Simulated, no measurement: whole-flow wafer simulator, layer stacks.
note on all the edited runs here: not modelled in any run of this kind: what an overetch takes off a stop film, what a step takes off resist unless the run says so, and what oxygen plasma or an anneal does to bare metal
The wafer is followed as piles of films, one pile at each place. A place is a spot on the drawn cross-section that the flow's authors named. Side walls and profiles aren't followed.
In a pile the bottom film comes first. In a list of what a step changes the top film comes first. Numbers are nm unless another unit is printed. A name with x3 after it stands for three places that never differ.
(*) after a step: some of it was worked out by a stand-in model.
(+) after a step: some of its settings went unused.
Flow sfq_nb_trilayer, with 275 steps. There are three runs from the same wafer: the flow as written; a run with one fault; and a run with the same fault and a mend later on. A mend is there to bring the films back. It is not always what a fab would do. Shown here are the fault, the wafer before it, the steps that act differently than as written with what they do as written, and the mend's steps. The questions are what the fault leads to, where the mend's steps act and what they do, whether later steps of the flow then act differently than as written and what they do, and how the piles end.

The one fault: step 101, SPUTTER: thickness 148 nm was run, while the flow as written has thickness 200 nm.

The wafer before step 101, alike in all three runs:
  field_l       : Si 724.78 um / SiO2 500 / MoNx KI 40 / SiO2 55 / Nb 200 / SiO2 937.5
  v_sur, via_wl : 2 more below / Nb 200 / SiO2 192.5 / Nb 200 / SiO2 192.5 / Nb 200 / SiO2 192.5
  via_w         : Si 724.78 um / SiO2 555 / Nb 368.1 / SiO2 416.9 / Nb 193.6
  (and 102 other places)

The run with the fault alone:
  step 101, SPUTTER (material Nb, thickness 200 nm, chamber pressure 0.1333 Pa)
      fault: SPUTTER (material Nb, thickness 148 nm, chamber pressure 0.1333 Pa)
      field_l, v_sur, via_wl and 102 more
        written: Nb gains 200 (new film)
        fault: Nb gains 148 (new film)
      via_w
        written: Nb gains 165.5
        fault: Nb gains 122.2
  Steps further on in the flow that do not act as written (4 more steps, not shown, differ only slightly: by at most 2% or 0.5 nm, whichever is larger):
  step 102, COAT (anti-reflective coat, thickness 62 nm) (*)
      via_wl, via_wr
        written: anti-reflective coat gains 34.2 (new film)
        fault: anti-reflective coat gains 33.5 (new film)
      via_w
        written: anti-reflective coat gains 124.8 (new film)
        fault: anti-reflective coat gains 122.2 (new film)
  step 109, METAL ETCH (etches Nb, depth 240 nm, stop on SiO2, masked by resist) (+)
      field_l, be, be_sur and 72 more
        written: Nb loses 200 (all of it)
        fault: Nb loses 148 (all of it)
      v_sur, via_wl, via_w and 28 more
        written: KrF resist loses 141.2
        fault: KrF resist loses 130.6
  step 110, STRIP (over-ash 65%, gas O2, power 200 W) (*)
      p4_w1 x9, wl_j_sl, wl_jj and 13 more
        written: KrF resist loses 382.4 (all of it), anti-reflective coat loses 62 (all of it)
        fault: KrF resist loses 393 (all of it), anti-reflective coat loses 62 (all of it)
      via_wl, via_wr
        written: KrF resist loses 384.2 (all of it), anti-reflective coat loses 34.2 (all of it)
        fault: KrF resist loses 396.1 (all of it), anti-reflective coat loses 33.5 (all of it)
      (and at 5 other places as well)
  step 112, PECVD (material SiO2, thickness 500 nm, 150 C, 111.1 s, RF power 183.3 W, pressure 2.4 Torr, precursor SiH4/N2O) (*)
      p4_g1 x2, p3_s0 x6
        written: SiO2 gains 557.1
        fault: SiO2 gains 505.1
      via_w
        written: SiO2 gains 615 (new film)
        fault: SiO2 gains 601.1 (new film)
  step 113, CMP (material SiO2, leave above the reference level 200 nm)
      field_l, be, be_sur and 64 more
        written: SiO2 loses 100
        fault: SiO2 loses 152
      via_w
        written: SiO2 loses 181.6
        fault: SiO2 loses 176.4
  The piles end different from the flow's at v_sur, via_wl, via_w and 86 more by more than 2% or 0.5 nm, whichever is larger.
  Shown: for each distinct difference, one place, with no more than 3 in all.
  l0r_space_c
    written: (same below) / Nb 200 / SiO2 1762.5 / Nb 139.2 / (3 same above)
    fault: (same below) / Nb 200 / SiO2 1710.5 / Nb 139.2 / (3 same above)
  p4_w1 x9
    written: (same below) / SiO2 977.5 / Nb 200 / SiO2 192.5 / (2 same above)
    fault: (same below) / SiO2 977.5 / Nb 148 / SiO2 192.5 / (2 same above)
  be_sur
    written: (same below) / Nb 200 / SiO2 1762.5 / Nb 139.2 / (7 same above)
    fault: (same below) / Nb 200 / SiO2 1710.5 / Nb 139.2 / (7 same above)

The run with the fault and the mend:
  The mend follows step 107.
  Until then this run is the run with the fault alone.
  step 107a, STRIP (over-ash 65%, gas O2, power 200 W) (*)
      p4_fl x3, p4_g1 x2, p3_s0 x6 and 42 more
        anti-reflective coat loses 62 (all of it)
      p4_w1 x9, wl_j_sl, wl_jj and 13 more
        KrF resist loses 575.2 (all of it), anti-reflective coat loses 62 (all of it)
      r_sur, res, r_end and 9 more
        anti-reflective coat loses 61.8 (all of it)
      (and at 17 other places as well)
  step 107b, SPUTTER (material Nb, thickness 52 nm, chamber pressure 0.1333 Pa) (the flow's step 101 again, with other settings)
      field_l, v_sur, via_wl and 102 more
        Nb gains 52
      via_w
        Nb gains 40.5
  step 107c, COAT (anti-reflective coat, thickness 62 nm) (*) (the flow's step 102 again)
      p4_fl x3, p4_w1 x9, p4_g1 x2 and 63 more
        anti-reflective coat gains 62 (new film)
      res, r_end, moat and 8 more
        anti-reflective coat gains 61.8 (new film)
      jj_sur, ce_l, c5j, ce_r, sp_r, be_r, r_sur
        anti-reflective coat gains 61.7 (new film)
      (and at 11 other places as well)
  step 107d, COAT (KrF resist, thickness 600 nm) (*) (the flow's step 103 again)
      p4_fl x3, p4_w1 x9, p4_g1 x2 and 63 more
        KrF resist gains 600 (new film)
      r_end, moat, field_r, lsp_l, lsp_r, l0_sur
        KrF resist gains 599.4 (new film)
      be_r, r_sur, res, l0v
        KrF resist gains 599.3 (new film)
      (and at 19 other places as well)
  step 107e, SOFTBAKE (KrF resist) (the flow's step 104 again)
      does not change any film at any place that is followed
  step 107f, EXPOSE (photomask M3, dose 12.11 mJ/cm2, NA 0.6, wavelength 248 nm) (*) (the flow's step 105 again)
      does not change any film at any place that is followed
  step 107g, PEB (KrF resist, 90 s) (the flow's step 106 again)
      wire, be, be_sur and 96 more
        KrF resist loses 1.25
      field_l, via_v
        KrF resist loses 1.24
      via_wl, via_wr
        KrF resist loses 1.26
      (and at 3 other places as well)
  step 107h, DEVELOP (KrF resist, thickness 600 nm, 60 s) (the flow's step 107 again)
      p4_fl x3, p4_g1 x2, p3_s0 x6 and 42 more
        KrF resist loses 598.7 (all of it)
      v_sur, via_wl, via_w and 28 more
        KrF resist loses 23.5
      field_r, lsp_l, ln_m5, lsp_m, ln_m6, lsp_r, l0_sur
        KrF resist loses 598.2 (all of it)
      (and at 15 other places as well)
  Later steps of the flow that are run all act as written at every place that is followed, up to a difference of at most 2% or 0.5 nm, whichever is larger.
  When the end is reached, the piles differ only a little from the flow's at the places that both follow, at most by 2% or 0.5 nm, whichever is larger.
